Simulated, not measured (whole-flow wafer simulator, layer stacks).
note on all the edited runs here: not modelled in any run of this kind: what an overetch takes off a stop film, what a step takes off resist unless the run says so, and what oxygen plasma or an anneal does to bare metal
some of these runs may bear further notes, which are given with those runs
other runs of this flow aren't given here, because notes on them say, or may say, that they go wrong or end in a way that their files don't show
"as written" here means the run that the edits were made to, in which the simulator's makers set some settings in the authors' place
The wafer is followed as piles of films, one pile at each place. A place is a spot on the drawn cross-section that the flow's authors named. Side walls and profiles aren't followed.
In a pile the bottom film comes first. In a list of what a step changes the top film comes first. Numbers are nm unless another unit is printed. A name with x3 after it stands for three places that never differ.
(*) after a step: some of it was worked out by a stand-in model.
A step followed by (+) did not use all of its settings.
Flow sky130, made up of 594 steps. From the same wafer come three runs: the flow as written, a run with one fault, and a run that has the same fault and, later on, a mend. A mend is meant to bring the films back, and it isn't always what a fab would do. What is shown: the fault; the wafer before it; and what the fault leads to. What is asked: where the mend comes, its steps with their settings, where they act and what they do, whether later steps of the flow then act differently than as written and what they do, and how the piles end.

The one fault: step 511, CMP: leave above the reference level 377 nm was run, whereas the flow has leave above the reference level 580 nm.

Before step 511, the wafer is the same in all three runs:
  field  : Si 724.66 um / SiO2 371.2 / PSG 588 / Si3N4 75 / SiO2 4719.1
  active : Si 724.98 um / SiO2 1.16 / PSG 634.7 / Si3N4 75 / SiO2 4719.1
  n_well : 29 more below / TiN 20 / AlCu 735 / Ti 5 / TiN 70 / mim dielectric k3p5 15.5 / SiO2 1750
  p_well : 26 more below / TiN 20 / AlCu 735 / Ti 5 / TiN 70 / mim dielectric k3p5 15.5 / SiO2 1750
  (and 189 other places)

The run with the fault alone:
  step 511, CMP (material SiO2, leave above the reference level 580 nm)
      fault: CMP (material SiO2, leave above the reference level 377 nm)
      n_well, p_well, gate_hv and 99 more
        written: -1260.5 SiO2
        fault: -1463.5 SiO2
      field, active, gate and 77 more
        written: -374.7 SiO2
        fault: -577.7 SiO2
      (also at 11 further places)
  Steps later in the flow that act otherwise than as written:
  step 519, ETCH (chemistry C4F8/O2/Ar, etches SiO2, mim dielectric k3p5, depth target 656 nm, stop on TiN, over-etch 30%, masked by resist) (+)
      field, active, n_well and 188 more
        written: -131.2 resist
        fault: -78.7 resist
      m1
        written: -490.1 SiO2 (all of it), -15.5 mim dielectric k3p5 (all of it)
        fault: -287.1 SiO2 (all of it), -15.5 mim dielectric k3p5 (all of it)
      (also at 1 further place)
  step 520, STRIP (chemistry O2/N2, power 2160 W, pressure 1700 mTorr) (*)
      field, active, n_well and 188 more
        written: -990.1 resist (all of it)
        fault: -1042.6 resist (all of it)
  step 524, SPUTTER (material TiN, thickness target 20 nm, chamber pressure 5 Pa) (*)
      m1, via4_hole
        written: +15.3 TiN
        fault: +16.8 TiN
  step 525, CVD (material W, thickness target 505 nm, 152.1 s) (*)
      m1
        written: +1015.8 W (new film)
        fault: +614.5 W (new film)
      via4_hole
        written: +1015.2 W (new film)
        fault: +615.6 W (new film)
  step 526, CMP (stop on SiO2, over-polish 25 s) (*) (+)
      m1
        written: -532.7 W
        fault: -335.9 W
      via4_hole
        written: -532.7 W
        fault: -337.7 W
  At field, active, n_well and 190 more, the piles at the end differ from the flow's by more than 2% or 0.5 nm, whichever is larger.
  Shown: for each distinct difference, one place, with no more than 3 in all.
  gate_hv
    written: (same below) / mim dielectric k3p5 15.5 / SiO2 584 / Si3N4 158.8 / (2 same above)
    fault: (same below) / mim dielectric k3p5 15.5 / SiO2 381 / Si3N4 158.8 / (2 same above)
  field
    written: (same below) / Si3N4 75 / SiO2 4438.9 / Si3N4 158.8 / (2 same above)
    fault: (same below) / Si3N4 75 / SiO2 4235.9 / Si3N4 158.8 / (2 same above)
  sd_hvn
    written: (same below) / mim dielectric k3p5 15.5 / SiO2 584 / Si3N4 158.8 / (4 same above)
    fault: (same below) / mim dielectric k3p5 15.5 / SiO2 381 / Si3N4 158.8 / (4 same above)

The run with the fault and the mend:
  The mend stands after step 511.
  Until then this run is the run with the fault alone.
  step 511a, HDPCVD (thickness target 203 nm) (*) (the flow's step 510 again, with other settings)
      field, active, n_well and 190 more
        +203 SiO2
  Every later step of the flow that is run acts as written at every place that is followed.
  By the end, the piles equal the flow's at every place that both follow.
